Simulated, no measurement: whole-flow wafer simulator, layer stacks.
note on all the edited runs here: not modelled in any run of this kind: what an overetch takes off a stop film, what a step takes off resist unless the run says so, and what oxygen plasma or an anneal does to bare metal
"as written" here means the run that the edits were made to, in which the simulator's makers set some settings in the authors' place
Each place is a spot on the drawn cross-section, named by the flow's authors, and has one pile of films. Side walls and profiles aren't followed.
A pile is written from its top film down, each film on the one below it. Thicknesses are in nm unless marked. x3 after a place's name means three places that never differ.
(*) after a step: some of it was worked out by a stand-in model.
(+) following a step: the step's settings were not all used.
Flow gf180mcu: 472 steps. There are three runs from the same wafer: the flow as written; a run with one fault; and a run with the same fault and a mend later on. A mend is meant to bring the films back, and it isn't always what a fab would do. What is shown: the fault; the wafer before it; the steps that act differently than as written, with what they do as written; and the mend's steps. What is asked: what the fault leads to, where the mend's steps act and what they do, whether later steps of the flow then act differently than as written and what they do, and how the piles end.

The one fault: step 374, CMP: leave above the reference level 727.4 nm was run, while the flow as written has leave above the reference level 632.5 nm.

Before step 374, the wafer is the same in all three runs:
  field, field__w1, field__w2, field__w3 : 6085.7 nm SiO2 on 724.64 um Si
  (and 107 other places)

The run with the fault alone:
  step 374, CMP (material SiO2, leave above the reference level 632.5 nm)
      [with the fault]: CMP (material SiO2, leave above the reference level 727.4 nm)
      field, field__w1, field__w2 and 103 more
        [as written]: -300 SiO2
        [with the fault]: -205.1 SiO2
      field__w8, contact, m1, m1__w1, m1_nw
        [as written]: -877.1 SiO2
        [with the fault]: -782.2 SiO2
  Steps further on in the flow that do not act as written (not shown: 1 more step that differs only slightly, by at most 2% or 0.5 nm, whichever is larger):
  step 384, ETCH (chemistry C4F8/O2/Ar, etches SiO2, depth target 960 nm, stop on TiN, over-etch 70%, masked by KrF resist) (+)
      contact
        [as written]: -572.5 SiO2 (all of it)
        [with the fault]: -667.4 SiO2 (all of it)
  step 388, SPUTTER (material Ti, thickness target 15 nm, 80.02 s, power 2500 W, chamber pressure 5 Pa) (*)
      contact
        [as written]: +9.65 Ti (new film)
        [with the fault]: +9.13 Ti (new film)
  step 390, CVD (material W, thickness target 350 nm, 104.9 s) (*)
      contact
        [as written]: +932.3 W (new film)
        [with the fault]: +1028 W (new film)
  At field__w8, contact, m1, m1__w1, m1_nw, the piles at the end differ from the flow's by more than 2% or 0.5 nm, whichever is larger.
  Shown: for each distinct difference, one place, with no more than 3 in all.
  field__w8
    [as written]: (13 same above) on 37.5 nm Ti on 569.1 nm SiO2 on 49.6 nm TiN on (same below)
    [with the fault]: (13 same above) on 37.5 nm Ti on 664 nm SiO2 on 49.6 nm TiN on (same below)
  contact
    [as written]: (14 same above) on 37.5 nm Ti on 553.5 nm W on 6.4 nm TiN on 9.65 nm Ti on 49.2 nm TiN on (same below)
    [with the fault]: (14 same above) on 37.5 nm Ti on 649.3 nm W on 6.06 nm TiN on 9.13 nm Ti on 49.2 nm TiN on (same below)

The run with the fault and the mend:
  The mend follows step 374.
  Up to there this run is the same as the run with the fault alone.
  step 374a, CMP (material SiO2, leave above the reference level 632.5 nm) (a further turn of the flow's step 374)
      field, field__w1, field__w2 and 108 more
        -94.9 SiO2
  Later steps of the flow that are run all act as written at every place that is followed.
  At every place that both follow, the piles at the end match the flow's.
